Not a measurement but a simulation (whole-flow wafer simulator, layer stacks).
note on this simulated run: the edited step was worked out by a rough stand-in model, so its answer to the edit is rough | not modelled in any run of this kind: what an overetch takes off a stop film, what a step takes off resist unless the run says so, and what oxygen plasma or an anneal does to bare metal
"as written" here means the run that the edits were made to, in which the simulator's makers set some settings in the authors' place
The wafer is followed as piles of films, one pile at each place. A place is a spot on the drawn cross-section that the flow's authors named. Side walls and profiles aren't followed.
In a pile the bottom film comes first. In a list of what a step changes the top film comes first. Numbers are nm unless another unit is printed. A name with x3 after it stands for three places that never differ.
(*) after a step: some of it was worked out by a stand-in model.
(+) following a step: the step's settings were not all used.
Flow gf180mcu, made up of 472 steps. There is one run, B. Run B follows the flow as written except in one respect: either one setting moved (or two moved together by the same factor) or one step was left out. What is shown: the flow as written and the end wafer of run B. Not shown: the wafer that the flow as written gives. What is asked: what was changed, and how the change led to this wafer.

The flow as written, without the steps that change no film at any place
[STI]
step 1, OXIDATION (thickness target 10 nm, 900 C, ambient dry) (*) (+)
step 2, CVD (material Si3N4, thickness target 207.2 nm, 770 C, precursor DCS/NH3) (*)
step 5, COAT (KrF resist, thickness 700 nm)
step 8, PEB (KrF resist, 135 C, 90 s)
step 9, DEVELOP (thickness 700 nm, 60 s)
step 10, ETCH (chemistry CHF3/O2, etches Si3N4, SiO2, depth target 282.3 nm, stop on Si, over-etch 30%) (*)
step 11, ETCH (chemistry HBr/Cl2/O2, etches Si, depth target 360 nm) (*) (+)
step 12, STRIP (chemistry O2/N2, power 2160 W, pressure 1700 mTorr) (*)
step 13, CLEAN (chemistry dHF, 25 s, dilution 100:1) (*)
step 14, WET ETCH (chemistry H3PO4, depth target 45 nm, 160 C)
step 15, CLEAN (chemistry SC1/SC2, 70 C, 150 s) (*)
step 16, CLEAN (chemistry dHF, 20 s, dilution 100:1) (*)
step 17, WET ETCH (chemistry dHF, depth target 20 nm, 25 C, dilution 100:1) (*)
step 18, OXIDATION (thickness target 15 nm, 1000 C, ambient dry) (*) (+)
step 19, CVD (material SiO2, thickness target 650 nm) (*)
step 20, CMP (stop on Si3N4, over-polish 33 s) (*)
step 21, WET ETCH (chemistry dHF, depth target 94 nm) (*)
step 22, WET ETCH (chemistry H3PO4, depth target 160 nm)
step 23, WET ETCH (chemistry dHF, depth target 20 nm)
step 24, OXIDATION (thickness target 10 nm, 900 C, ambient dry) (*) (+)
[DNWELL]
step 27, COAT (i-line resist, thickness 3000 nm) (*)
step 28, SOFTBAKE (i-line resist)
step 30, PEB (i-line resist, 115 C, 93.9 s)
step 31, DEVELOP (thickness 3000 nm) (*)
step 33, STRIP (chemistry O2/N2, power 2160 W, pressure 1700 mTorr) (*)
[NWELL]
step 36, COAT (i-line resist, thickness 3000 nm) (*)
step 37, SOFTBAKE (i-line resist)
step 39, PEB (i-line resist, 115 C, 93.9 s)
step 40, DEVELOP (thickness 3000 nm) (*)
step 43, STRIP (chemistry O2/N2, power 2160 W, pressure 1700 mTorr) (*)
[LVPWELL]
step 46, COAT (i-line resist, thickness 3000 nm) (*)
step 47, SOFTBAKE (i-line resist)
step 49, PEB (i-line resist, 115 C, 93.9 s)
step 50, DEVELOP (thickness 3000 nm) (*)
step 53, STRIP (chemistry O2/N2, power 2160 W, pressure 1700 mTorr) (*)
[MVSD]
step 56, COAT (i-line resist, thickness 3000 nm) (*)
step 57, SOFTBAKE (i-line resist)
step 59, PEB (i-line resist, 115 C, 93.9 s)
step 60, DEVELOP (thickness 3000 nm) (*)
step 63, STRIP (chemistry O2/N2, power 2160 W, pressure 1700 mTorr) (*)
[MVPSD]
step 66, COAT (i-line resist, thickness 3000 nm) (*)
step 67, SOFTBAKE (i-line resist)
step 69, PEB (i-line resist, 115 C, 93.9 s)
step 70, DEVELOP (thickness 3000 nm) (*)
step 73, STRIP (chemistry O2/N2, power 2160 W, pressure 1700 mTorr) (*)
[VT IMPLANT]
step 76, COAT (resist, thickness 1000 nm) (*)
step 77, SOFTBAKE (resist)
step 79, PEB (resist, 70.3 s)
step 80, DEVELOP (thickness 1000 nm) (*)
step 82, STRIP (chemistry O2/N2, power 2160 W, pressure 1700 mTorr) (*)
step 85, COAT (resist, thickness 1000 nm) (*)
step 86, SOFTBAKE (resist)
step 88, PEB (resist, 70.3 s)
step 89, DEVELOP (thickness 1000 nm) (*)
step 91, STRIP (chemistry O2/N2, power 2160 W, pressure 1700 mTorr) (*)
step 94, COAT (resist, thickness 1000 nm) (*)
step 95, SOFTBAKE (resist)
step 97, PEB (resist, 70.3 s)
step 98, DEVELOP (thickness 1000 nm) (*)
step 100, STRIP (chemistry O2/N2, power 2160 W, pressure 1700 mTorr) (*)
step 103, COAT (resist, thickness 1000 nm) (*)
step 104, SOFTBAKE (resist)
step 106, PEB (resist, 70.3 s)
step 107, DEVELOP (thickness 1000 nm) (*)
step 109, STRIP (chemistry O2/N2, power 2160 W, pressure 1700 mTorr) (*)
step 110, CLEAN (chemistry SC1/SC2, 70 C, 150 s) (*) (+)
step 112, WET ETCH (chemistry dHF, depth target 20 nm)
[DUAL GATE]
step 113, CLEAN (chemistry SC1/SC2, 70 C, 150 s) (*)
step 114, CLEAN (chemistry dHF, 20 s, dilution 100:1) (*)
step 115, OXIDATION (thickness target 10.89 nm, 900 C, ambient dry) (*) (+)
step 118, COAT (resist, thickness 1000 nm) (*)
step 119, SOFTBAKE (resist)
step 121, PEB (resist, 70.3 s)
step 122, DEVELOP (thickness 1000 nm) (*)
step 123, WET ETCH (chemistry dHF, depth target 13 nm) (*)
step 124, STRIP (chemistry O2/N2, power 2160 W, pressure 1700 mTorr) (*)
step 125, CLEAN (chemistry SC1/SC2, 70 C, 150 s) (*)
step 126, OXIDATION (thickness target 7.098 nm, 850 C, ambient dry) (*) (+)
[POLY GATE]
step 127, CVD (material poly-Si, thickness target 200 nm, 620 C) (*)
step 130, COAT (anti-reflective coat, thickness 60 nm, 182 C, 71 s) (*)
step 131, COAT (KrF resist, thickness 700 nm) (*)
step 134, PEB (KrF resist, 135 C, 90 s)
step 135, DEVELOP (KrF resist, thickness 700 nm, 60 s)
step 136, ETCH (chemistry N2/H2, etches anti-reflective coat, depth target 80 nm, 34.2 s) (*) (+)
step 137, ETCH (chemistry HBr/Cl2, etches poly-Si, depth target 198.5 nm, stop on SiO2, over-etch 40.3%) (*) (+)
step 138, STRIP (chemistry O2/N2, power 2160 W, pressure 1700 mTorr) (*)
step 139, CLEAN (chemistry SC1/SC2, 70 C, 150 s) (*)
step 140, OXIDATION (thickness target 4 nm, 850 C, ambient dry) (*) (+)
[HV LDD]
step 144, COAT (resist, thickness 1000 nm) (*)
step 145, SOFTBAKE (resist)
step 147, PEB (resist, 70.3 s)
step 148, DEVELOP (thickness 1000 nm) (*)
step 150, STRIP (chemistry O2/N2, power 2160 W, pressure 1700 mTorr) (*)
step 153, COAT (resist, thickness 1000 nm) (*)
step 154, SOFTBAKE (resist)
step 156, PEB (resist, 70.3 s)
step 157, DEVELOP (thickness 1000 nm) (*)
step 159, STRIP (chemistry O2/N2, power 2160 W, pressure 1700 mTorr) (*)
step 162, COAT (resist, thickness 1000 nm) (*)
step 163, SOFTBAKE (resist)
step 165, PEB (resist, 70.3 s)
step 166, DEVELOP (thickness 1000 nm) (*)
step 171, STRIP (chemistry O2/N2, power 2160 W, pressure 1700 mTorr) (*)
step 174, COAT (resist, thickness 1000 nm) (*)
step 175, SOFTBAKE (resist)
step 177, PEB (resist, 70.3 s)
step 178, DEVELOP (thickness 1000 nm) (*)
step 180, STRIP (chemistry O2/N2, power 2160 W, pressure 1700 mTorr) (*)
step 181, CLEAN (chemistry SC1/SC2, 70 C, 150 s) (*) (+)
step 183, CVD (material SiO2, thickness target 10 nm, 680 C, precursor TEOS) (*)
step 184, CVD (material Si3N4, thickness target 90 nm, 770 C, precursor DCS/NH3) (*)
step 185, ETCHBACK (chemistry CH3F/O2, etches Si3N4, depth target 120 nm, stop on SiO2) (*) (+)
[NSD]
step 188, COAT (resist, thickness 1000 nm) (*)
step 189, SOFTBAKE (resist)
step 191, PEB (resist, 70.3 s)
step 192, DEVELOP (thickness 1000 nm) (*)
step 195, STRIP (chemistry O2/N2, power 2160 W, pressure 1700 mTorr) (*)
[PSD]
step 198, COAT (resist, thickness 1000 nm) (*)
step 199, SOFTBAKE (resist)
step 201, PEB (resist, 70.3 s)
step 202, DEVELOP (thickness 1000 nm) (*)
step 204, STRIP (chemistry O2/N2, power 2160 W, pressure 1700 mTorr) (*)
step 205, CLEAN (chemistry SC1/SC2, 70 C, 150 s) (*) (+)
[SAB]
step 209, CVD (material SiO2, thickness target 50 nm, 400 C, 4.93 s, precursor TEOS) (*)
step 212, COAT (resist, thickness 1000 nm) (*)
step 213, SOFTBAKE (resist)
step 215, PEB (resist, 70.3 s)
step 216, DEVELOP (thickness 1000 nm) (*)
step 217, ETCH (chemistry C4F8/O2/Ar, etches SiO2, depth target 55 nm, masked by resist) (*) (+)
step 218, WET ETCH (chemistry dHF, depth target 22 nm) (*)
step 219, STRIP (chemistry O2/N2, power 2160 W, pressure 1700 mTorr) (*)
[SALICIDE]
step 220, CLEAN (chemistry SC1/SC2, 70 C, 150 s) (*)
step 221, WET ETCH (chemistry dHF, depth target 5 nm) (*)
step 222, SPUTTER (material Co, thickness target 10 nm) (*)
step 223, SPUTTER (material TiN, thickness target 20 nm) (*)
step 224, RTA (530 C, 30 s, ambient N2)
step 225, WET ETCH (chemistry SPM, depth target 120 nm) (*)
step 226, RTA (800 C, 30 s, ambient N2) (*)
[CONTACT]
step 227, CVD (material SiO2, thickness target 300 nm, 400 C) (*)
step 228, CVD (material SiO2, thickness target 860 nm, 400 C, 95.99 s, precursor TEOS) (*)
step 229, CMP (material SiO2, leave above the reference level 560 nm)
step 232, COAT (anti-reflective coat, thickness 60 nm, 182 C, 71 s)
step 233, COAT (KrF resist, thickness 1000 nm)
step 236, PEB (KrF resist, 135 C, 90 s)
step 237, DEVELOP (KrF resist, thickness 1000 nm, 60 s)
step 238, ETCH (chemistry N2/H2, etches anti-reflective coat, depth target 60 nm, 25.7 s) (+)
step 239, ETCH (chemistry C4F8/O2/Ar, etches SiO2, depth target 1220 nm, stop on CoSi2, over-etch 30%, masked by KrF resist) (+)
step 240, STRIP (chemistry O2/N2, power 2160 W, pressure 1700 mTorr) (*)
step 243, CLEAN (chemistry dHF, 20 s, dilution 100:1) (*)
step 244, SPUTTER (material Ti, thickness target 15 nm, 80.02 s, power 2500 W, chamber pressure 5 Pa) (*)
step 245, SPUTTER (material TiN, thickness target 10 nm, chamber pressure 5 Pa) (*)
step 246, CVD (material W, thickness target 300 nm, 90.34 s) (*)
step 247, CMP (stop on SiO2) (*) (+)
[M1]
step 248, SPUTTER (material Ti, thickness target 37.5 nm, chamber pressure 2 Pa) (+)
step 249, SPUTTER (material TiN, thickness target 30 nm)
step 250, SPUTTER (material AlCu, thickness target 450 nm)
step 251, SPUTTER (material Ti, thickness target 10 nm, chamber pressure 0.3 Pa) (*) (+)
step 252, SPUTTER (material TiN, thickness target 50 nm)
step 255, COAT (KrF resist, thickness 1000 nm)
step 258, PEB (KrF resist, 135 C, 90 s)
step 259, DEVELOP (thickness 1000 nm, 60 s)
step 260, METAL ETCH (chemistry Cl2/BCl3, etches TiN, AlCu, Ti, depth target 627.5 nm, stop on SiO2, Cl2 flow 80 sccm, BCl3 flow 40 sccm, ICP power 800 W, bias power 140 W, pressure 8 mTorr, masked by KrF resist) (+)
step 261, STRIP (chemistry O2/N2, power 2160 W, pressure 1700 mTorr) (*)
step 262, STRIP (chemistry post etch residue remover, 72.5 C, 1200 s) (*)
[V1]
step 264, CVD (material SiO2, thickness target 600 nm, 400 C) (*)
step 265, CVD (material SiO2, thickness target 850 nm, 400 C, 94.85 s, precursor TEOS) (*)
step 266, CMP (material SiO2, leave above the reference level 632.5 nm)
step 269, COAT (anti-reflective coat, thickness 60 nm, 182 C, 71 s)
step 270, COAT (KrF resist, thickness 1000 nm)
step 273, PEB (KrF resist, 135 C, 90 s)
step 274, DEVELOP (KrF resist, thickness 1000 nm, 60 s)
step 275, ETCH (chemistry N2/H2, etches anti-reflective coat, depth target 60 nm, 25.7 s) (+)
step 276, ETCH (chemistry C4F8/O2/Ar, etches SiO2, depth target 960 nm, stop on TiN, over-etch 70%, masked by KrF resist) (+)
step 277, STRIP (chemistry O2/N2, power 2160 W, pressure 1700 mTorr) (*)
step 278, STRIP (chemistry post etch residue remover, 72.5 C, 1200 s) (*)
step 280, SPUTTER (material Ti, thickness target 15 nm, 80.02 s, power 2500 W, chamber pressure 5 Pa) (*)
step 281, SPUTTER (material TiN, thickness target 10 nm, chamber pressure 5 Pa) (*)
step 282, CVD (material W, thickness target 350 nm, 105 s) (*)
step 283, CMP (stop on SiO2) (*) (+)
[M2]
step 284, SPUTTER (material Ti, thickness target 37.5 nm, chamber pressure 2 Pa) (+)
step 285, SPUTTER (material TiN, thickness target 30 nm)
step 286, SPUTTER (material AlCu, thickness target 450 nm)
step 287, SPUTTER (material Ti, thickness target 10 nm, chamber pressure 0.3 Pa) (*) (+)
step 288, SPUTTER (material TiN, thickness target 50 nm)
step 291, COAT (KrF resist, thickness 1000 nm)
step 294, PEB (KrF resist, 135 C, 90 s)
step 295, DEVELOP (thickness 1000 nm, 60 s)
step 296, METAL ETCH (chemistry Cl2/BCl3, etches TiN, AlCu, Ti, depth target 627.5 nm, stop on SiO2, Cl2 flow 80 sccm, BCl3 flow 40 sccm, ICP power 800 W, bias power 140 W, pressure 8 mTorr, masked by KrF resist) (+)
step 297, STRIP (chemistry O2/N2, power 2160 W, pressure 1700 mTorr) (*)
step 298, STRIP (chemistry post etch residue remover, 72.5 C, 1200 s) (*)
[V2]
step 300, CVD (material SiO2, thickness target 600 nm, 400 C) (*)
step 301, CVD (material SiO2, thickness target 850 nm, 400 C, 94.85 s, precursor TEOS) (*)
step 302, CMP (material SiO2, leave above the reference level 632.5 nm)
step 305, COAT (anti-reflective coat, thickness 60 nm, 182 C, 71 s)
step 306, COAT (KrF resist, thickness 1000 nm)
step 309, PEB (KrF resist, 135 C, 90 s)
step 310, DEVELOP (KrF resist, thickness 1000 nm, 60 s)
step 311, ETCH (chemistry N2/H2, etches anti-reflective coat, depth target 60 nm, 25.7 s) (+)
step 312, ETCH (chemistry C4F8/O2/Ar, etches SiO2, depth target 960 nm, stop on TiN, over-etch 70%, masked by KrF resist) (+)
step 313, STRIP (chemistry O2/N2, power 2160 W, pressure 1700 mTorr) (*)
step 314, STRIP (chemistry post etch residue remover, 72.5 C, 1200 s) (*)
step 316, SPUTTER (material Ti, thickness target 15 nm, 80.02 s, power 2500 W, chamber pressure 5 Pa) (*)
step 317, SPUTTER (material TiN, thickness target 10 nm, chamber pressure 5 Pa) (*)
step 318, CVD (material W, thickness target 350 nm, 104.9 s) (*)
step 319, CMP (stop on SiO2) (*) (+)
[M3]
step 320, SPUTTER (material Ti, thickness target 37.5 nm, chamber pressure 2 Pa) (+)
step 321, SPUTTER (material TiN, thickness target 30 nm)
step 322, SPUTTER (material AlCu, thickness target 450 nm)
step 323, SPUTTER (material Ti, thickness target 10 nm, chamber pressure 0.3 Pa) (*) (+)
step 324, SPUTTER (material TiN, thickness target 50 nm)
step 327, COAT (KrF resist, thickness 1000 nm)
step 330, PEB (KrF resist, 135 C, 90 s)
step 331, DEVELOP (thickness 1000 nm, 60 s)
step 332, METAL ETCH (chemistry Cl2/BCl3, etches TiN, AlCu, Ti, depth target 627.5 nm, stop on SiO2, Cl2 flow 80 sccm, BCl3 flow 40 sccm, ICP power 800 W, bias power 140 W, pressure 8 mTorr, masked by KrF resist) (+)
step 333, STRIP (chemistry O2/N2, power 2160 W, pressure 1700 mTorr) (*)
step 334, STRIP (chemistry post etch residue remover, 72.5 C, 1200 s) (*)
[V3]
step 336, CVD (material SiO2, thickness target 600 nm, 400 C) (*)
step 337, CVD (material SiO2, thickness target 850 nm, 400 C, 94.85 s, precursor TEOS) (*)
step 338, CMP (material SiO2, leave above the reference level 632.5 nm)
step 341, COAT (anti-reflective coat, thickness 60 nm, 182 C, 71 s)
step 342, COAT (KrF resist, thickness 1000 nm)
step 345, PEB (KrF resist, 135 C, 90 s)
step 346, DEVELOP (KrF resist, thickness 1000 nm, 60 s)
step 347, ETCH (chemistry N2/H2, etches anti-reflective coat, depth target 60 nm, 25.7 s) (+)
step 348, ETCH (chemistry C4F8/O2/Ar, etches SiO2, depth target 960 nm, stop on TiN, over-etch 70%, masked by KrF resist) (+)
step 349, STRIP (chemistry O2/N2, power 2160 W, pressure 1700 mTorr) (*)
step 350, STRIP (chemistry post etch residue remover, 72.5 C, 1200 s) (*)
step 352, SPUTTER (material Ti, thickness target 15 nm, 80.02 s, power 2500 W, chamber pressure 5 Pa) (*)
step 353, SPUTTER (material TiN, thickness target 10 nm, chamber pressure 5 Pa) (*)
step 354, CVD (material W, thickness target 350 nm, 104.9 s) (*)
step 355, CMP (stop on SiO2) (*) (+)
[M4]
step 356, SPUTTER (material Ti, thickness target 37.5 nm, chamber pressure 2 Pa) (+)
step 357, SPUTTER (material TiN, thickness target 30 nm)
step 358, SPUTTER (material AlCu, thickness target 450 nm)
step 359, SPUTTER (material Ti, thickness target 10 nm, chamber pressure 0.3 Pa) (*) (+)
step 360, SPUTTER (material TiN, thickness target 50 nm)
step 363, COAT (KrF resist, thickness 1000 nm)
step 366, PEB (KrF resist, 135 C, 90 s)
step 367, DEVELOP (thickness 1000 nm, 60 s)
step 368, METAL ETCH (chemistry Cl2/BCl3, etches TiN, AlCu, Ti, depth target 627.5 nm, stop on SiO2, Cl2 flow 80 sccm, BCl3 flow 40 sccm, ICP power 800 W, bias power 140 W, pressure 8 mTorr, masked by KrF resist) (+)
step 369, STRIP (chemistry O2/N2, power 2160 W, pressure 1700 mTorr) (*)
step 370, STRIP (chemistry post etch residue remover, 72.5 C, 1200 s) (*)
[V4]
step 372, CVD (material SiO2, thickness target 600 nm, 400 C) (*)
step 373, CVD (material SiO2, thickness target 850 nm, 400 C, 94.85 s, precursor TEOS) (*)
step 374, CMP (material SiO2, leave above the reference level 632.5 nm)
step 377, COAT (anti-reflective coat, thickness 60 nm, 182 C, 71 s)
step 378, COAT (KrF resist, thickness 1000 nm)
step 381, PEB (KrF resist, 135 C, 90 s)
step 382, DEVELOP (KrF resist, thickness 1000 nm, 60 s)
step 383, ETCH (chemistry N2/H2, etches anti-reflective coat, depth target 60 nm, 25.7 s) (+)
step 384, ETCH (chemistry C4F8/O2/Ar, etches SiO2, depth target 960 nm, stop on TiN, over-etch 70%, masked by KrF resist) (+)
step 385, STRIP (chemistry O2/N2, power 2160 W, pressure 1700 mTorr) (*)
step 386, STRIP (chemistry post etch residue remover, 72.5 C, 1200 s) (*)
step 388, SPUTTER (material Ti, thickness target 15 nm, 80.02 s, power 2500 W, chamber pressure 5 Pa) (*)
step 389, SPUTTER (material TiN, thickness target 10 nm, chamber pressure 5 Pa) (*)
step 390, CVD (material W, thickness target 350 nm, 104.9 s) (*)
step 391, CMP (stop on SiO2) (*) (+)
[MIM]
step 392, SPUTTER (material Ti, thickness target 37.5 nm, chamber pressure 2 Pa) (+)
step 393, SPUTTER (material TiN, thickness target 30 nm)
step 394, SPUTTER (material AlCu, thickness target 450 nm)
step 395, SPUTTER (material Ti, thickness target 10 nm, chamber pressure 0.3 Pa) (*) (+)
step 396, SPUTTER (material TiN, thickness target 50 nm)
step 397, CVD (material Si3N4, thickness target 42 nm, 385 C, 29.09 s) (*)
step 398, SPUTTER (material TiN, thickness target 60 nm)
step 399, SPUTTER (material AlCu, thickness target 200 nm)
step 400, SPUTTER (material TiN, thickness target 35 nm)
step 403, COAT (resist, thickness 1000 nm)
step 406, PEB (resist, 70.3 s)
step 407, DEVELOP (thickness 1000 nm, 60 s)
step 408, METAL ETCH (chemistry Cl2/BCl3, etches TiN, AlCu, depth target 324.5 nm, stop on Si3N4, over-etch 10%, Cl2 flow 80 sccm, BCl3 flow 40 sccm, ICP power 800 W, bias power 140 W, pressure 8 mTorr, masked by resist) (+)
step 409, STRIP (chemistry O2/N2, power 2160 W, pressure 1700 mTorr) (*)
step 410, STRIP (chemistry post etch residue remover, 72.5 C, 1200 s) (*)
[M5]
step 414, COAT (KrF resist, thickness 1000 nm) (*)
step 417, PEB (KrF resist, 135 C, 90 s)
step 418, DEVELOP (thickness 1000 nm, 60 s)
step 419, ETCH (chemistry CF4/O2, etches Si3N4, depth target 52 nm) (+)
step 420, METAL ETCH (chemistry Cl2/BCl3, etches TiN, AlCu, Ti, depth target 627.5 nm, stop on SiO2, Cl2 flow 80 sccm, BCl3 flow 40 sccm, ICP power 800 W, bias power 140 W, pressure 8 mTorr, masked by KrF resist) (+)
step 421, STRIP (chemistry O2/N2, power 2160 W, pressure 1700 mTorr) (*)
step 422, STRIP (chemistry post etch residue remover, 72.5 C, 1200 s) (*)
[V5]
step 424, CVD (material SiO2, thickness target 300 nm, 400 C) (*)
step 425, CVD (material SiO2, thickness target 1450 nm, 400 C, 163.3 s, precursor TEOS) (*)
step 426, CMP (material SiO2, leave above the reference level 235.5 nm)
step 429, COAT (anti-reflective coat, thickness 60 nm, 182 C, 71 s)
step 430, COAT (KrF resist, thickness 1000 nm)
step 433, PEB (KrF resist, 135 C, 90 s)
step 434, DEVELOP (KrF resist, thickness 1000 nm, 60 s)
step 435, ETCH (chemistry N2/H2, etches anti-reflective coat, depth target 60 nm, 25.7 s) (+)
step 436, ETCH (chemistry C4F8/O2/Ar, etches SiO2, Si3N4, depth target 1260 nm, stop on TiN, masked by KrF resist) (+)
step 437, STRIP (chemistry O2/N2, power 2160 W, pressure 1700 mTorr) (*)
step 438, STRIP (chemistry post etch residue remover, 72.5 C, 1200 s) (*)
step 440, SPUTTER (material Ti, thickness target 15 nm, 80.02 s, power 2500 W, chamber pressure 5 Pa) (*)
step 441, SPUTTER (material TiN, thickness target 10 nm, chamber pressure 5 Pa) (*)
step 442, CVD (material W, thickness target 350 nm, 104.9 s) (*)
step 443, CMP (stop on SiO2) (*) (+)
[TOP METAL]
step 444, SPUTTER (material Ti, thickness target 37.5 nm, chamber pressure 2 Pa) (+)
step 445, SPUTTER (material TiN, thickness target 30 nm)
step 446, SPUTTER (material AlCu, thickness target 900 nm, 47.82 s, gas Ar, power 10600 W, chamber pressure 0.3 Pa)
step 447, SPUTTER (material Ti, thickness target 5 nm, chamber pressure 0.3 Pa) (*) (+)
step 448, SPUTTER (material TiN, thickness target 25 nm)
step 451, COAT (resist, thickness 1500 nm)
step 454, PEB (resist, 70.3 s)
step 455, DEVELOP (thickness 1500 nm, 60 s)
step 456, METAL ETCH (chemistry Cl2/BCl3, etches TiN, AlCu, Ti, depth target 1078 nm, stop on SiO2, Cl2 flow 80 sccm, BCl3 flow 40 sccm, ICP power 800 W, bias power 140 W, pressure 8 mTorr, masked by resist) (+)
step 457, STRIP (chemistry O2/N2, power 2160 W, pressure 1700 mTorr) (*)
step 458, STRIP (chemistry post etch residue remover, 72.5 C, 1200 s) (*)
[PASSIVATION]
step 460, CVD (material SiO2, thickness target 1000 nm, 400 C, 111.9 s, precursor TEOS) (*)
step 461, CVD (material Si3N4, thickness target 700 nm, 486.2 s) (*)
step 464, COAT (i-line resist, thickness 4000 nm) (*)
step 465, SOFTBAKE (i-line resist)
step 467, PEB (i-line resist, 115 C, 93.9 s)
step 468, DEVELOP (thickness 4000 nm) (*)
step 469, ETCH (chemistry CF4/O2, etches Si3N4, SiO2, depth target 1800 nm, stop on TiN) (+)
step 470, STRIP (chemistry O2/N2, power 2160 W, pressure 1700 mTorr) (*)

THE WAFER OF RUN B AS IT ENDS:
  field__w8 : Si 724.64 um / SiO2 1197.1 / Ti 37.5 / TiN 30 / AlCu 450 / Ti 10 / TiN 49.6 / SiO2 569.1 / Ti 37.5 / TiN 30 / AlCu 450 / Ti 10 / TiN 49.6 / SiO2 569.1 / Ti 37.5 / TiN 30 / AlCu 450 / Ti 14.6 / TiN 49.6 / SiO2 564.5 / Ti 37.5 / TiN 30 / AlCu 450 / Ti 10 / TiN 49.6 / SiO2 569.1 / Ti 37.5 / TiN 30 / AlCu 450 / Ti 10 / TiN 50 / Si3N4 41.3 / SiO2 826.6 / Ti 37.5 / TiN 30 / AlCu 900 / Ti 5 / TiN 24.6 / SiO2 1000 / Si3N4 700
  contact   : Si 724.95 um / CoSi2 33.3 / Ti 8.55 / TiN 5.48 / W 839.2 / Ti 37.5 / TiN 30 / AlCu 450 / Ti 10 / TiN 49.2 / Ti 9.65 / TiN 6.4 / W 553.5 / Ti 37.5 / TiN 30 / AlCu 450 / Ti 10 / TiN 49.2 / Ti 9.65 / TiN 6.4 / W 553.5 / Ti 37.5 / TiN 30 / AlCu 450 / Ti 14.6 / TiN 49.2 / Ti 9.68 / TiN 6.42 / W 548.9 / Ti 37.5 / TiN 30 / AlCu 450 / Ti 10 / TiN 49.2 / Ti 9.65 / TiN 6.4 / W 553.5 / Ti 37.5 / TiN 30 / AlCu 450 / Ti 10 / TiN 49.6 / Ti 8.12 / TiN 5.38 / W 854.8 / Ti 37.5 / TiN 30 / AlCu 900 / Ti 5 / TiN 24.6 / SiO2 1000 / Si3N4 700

Cause: step 323, SPUTTER: thickness target 14.6 nm was run, whereas the flow has thickness target 10 nm.
The wafer itself shows it: field__w8 has Ti 14.6, and step 323 as written asks for 10 nm.

Step by step, how the change led to this:
  step 323, SPUTTER (material Ti, thickness target 10 nm, chamber pressure 0.3 Pa) (*) (+)
      field, field__w1, field__w2 and 108 more: Ti gains 14.6 (new film) (in the flow as written it would be: Ti gains 10 (new film))
  step 332, METAL ETCH (chemistry Cl2/BCl3, etches TiN, AlCu, Ti, depth target 627.5 nm, stop on SiO2, Cl2 flow 80 sccm, BCl3 flow 40 sccm, ICP power 800 W, bias power 140 W, pressure 8 mTorr, masked by KrF resist) (+)
      field, field__w1, field__w2 and 103 more: TiN loses 50 (all of it), Ti loses 14.6 (all of it), AlCu loses 450 (all of it), TiN loses 30 (all of it), Ti loses 37.5 (all of it) (in the flow as written it would be: TiN loses 50 (all of it), Ti loses 10 (all of it), AlCu loses 450 (all of it), TiN loses 30 (all of it), Ti loses 37.5 (all of it))
